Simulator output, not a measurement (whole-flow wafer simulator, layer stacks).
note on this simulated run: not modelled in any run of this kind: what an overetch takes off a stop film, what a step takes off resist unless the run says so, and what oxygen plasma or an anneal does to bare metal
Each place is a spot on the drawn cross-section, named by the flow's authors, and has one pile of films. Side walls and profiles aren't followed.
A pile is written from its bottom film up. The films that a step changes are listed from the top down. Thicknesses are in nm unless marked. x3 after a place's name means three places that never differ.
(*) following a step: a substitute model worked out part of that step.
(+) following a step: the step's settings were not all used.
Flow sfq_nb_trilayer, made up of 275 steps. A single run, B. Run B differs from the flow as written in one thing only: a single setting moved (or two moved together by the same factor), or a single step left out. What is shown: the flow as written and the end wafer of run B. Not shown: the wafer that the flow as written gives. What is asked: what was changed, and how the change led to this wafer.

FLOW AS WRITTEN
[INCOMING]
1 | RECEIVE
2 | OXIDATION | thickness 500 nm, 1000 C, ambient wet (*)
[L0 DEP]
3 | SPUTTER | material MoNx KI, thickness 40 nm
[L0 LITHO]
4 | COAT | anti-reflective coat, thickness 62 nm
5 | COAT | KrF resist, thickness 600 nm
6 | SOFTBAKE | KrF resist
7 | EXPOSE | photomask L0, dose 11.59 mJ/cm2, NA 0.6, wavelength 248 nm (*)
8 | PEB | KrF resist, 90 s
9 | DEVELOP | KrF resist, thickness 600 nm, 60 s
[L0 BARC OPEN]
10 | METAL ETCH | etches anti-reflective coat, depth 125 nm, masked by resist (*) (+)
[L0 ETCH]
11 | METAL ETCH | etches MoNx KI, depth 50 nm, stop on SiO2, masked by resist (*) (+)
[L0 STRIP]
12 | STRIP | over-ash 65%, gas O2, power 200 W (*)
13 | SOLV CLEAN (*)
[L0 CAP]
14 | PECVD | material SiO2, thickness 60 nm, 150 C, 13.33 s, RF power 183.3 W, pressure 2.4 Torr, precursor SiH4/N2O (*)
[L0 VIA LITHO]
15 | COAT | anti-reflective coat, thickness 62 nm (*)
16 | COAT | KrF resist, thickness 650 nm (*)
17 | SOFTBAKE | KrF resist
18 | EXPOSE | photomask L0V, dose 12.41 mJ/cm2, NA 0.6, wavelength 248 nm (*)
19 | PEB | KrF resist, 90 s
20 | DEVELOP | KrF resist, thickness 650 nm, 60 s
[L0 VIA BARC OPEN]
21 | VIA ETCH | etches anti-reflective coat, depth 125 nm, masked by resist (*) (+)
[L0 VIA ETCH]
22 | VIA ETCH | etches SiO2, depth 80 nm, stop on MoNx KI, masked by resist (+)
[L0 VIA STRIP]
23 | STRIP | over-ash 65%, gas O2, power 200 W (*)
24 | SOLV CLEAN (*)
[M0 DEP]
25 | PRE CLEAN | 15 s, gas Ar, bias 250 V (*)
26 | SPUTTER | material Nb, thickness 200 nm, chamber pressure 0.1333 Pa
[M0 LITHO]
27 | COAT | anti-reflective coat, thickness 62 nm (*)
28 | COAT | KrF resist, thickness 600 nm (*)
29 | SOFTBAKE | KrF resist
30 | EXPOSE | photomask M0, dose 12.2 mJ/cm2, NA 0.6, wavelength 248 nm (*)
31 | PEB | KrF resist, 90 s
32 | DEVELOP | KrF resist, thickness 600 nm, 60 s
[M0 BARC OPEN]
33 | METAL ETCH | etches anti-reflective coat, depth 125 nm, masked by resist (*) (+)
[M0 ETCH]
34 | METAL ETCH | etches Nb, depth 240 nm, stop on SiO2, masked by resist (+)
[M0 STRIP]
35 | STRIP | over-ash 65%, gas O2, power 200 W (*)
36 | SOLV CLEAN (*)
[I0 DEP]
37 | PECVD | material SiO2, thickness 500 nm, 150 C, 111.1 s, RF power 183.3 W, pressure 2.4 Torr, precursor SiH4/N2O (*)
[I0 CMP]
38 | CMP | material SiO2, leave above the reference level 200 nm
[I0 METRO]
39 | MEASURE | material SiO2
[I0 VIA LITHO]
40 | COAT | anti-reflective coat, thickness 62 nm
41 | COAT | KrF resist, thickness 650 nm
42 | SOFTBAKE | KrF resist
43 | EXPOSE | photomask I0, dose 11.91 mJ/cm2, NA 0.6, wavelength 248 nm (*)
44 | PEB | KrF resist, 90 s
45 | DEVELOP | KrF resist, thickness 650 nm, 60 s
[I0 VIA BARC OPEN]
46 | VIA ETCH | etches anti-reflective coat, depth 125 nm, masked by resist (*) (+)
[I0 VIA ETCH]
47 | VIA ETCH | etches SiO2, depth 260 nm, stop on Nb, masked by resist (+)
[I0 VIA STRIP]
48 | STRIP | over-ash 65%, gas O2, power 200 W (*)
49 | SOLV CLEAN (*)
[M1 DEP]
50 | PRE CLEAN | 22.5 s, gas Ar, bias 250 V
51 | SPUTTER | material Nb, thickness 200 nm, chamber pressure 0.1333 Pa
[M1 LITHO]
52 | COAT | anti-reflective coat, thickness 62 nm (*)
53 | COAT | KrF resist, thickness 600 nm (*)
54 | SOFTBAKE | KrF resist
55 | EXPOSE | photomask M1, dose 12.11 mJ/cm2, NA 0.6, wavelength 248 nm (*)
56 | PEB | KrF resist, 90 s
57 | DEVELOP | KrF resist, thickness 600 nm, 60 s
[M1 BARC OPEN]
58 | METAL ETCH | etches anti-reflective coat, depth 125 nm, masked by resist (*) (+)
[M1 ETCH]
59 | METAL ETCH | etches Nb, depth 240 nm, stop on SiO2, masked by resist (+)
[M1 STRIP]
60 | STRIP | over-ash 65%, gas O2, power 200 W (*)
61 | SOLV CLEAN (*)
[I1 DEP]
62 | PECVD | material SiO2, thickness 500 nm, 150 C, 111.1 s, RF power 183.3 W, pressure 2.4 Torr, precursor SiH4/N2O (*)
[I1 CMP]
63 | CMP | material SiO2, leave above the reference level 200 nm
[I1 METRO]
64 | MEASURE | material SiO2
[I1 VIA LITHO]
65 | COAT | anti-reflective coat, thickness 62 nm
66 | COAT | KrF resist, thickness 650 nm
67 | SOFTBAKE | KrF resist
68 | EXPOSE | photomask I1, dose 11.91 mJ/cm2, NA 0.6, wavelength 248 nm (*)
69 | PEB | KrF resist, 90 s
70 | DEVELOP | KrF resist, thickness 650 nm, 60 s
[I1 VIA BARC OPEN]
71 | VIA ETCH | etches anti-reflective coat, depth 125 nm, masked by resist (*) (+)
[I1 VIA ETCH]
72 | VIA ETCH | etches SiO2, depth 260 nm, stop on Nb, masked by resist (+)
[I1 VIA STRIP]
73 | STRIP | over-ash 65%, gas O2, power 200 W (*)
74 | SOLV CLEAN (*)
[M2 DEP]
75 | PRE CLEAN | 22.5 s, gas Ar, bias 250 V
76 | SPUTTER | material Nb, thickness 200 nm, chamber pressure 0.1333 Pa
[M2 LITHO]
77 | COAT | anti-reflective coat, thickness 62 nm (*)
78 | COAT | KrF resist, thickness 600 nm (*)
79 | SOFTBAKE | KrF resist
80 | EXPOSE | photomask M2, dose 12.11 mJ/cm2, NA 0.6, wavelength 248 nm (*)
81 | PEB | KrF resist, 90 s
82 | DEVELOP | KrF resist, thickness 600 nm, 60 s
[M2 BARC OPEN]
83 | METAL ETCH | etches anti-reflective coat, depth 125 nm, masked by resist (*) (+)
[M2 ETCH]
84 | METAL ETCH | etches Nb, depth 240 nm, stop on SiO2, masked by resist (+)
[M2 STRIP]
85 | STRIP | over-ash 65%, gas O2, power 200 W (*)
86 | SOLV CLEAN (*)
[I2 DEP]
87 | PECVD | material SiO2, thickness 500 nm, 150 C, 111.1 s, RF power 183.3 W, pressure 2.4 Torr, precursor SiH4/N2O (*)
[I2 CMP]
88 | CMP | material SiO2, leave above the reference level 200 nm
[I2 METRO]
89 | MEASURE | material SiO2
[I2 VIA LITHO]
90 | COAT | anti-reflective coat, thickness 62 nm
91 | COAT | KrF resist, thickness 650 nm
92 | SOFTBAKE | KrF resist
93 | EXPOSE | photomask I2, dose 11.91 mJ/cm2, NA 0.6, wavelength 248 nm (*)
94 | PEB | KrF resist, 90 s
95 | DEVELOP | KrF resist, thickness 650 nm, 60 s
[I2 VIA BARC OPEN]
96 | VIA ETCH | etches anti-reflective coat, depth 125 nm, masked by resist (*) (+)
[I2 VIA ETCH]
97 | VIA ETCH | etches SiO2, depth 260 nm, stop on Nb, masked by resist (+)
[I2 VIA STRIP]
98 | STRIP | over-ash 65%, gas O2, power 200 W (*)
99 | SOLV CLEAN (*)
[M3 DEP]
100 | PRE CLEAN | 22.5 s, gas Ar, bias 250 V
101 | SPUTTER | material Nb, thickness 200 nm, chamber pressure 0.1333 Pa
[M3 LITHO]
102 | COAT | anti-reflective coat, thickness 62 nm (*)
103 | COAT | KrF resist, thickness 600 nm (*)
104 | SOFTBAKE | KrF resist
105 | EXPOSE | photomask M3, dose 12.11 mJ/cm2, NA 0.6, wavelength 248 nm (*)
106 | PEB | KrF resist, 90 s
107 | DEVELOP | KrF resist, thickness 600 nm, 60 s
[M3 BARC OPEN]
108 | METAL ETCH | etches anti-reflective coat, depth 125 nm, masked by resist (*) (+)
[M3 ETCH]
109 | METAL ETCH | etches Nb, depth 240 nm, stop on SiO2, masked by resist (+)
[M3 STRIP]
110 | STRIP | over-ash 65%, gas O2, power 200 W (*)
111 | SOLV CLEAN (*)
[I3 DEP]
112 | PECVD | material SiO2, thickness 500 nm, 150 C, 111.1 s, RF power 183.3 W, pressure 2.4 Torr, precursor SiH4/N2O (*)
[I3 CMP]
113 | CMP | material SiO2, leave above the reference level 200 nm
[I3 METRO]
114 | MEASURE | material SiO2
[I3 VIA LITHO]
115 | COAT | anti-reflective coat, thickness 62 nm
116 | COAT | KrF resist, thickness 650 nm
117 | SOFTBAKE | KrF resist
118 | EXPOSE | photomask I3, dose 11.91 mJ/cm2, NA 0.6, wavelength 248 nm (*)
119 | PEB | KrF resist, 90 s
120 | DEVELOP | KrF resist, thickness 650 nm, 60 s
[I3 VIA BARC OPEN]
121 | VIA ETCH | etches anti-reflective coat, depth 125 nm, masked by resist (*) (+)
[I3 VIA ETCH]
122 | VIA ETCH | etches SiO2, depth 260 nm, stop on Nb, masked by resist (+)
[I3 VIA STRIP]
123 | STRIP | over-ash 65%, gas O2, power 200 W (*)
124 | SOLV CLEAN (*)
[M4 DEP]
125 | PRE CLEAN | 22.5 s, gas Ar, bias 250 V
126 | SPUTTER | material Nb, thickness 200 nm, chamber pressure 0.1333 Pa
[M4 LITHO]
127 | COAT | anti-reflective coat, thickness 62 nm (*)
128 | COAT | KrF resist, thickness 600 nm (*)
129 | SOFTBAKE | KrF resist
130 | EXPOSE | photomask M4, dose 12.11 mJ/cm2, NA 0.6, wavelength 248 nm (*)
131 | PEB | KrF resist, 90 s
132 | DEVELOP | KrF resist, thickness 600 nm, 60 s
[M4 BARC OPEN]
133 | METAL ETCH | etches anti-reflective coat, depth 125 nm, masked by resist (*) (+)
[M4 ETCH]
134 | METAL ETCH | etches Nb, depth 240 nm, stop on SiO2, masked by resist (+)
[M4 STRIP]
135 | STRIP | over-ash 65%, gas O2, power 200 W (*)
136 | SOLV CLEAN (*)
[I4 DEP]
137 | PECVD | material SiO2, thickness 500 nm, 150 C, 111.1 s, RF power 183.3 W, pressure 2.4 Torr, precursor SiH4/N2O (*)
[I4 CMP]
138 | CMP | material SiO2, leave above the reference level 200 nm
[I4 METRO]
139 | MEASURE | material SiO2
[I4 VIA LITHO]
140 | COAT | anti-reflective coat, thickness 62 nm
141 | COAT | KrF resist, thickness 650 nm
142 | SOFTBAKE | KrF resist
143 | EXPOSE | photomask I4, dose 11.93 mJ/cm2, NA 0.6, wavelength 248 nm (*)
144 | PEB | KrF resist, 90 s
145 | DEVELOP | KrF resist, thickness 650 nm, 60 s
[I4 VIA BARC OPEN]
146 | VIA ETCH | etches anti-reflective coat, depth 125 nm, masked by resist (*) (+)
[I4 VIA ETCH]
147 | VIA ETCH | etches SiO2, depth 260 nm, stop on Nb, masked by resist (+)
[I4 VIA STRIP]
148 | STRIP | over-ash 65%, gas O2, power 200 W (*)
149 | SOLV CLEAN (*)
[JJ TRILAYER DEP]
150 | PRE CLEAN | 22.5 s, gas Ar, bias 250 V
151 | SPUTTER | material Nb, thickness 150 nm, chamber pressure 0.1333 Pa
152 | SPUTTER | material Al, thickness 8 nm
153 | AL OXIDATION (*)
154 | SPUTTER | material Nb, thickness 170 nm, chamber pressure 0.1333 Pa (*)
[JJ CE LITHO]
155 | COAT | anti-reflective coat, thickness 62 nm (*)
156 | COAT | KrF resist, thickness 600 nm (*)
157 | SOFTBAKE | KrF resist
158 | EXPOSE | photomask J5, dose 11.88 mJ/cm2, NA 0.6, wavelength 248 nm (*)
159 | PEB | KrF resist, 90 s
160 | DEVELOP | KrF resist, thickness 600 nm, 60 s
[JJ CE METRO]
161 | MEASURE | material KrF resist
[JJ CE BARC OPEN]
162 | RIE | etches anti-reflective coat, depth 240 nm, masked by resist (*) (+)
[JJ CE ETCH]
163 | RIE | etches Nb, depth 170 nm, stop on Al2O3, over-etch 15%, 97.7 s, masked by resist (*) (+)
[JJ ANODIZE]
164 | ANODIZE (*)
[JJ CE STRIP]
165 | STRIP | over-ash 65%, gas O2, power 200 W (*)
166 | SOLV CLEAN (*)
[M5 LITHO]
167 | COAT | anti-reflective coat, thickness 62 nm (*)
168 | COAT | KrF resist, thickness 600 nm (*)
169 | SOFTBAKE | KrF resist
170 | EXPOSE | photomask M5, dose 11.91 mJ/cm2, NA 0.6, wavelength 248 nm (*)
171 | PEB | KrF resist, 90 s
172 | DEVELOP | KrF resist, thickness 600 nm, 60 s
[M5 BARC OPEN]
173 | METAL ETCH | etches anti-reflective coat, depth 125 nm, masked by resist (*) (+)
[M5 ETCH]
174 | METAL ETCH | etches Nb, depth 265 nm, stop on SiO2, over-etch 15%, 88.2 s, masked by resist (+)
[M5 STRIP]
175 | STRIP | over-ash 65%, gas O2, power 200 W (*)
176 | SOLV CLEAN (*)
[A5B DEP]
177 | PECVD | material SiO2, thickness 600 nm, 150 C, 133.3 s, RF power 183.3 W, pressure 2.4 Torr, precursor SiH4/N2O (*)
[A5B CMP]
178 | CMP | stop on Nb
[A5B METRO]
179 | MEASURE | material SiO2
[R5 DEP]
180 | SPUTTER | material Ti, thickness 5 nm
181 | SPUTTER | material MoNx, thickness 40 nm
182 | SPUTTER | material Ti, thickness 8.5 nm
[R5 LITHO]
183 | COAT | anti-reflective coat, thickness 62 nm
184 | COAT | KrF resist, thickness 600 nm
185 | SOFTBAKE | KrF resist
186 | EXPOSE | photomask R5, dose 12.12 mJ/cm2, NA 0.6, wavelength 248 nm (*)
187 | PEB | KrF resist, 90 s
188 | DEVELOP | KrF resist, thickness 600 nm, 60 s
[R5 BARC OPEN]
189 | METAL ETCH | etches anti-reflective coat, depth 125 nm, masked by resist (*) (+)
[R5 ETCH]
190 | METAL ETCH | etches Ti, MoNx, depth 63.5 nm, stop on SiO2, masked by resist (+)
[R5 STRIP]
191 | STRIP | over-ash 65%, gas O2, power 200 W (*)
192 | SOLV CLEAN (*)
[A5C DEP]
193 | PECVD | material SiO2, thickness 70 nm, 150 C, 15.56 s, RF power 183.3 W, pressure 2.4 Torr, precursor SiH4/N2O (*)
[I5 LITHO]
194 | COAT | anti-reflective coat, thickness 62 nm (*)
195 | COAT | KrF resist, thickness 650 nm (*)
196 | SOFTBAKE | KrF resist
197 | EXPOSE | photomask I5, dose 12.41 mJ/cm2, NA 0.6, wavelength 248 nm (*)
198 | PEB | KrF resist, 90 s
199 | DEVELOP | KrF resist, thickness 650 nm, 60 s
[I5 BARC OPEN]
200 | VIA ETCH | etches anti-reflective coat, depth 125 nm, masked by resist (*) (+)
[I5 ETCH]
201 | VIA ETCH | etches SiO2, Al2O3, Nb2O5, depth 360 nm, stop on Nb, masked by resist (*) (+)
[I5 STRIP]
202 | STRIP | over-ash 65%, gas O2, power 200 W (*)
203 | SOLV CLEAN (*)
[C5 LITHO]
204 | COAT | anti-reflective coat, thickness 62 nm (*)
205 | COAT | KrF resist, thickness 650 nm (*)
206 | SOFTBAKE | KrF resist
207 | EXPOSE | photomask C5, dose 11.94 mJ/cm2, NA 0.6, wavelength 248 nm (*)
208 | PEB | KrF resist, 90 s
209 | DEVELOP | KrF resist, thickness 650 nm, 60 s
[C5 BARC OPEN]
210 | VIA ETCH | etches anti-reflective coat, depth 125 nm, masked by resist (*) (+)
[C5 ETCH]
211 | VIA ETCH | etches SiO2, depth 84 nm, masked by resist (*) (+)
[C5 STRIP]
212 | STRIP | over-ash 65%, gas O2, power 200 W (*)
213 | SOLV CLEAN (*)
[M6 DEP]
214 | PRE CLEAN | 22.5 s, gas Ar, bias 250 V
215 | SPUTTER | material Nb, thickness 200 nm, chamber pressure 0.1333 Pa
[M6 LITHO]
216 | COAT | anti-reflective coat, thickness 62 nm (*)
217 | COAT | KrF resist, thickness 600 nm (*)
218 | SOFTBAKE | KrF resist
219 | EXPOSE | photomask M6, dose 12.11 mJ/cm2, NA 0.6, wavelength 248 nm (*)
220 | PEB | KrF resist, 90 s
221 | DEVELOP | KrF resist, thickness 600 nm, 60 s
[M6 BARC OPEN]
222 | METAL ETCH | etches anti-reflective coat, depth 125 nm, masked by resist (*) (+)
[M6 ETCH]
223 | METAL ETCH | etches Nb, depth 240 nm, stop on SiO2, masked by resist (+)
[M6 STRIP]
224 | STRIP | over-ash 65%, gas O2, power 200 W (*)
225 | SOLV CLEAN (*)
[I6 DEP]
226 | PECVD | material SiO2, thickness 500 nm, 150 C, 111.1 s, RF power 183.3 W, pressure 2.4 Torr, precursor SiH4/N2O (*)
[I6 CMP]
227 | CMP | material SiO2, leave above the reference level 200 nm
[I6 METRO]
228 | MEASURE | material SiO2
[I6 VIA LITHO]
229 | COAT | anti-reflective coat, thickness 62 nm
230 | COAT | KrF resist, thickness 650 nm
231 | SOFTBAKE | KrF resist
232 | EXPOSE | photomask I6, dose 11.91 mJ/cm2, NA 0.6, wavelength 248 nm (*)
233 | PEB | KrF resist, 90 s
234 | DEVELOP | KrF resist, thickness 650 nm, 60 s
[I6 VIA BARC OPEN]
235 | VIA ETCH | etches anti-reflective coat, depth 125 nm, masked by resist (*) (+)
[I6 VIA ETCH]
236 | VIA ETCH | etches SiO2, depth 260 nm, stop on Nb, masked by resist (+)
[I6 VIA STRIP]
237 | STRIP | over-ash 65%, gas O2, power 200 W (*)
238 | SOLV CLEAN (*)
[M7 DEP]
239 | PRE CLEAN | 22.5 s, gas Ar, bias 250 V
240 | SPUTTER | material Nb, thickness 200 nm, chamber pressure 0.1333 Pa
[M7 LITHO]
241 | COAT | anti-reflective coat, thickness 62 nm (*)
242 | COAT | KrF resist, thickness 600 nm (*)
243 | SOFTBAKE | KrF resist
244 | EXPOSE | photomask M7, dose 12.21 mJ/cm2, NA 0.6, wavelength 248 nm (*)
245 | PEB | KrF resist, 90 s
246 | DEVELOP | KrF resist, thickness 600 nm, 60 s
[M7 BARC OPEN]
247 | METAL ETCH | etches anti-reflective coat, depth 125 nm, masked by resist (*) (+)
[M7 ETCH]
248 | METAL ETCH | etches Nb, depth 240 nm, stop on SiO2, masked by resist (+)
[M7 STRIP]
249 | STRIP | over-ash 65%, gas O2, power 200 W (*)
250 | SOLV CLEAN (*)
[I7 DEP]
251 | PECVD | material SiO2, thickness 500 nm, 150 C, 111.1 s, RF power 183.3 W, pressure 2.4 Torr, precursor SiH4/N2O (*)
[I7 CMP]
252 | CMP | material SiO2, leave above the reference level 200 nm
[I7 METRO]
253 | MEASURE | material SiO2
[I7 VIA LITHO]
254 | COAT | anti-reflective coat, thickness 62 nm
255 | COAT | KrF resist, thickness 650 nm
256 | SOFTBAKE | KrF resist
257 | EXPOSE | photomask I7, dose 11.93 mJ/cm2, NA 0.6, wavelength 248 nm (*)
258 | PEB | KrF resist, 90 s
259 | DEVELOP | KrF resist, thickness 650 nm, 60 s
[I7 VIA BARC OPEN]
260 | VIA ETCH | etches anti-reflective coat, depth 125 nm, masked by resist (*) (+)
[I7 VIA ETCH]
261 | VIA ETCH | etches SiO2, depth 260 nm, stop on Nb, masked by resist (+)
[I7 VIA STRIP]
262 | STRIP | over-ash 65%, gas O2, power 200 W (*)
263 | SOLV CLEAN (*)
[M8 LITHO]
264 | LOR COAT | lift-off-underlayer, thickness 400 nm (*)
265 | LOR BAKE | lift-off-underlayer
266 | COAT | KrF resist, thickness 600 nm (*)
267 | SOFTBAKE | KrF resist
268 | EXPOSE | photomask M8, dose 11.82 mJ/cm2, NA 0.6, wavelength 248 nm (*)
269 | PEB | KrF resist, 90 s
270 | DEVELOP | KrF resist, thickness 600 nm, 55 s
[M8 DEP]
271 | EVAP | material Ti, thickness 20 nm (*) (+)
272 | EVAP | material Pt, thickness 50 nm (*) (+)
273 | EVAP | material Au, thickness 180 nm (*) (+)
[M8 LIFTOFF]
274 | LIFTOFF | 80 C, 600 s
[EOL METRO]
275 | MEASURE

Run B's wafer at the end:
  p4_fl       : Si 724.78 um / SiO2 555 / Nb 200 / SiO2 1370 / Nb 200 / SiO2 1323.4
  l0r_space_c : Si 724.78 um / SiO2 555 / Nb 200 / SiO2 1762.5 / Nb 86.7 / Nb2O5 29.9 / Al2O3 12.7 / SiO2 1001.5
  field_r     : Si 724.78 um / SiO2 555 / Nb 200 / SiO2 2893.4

What caused this: step 151, SPUTTER: thickness 97.5 nm was run, whereas the flow has thickness 150 nm.

Step by step, how the change led to this:
  151 | SPUTTER | material Nb, thickness 150 nm, chamber pressure 0.1333 Pa
      field_l, v_sur, via_sp and 100 more: +97.5 Nb (new film) (it would be, as written: +150 Nb (new film))
      via_wl, via_wr: +69.6 Nb (it would be, as written: +130.4 Nb)
      (as well as at 1 more place)
  154 | SPUTTER | material Nb, thickness 170 nm, chamber pressure 0.1333 Pa (*)
      via_w: +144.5 Nb (new film) (it would be, as written: +141 Nb (new film))
  155 | COAT | anti-reflective coat, thickness 62 nm (*)
      via_wl, via_wr: +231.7 anti-reflective coat (new film) (it would be, as written: +209.4 anti-reflective coat (new film))
      via_w: +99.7 anti-reflective coat (new film) (it would be, as written: +97.4 anti-reflective coat (new film))
  162 | RIE | etches anti-reflective coat, depth 240 nm, masked by resist (*) (+)
      ce_l, c5j, ce_r, wl_jj: -231.7 KrF resist (it would be, as written: -209.4 KrF resist)
      via_wl, via_wr: -231.7 anti-reflective coat (all of it) (it would be, as written: -209.4 anti-reflective coat (all of it))
      (as well as at 1 more place)
  163 | RIE | etches Nb, depth 170 nm, stop on Al2O3, over-etch 15%, 97.7 s, masked by resist (*) (+)
      via_w: -144.5 Nb (all of it), -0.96 Al2O3 (all of it) (it would be, as written: -141 Nb (all of it), -0.96 Al2O3 (all of it))
  164 | ANODIZE (*)
      via_wl, via_wr: +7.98 Al2O3 (new film), +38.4 Nb2O5 (new film), -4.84 Al (all of it), -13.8 Nb (it would be, as written: +7.52 Al2O3 (new film), +39.2 Nb2O5 (new film), -4.56 Al (all of it), -14.1 Nb)
  165 | STRIP | over-ash 65%, gas O2, power 200 W (*)
      ce_l: -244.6 KrF resist (all of it), -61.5 anti-reflective coat (all of it) (it would be, as written: -266.8 KrF resist (all of it), -61.4 anti-reflective coat (all of it))
      c5j: -244.6 KrF resist (all of it), -61.5 anti-reflective coat (all of it) (it would be, as written: -266.9 KrF resist (all of it), -61.5 anti-reflective coat (all of it))
      (as well as at 2 more places)
  167 | COAT | anti-reflective coat, thickness 62 nm (*)
      via_wl: +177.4 anti-reflective coat (new film) (it would be, as written: +170.5 anti-reflective coat (new film))
      via_w: +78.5 anti-reflective coat (new film) (it would be, as written: +84.1 anti-reflective coat (new film))
      (as well as at 2 more places)
  174 | METAL ETCH | etches Nb, depth 265 nm, stop on SiO2, over-etch 15%, 88.2 s, masked by resist (+)
      field_l, r_sur, res and 50 more: -12.6 Al2O3 (all of it), -29.9 Nb2O5 (all of it), -86.7 Nb (all of it), -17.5 SiO2 (it would be, as written: -12.6 Al2O3 (all of it), -29.9 Nb2O5 (all of it), -139.2 Nb (all of it), -12.3 SiO2)
  175 | STRIP | over-ash 65%, gas O2, power 200 W (*)
      via_wl: -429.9 KrF resist (all of it), -177.4 anti-reflective coat (all of it) (it would be, as written: -427 KrF resist (all of it), -170.5 anti-reflective coat (all of it))
      via_w: -497.7 KrF resist (all of it), -78.5 anti-reflective coat (all of it) (it would be, as written: -503.5 KrF resist (all of it), -84.1 anti-reflective coat (all of it))
      (as well as at 2 more places)
  177 | PECVD | material SiO2, thickness 600 nm, 150 C, 133.3 s, RF power 183.3 W, pressure 2.4 Torr, precursor SiH4/N2O (*)
      via_wl, via_wr: +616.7 SiO2 (new film) (it would be, as written: +600 SiO2 (new film))
  178 | CMP | stop on Nb
      field_l, p4_fl, p4_fm and 39 more: -306.6 SiO2 (it would be, as written: -259.3 SiO2)
      r_sur, res, r_end, moat, field_r, lsp_l: -306.6 SiO2 (it would be, as written: -252.3 SiO2)
      (as well as at 8 more places)
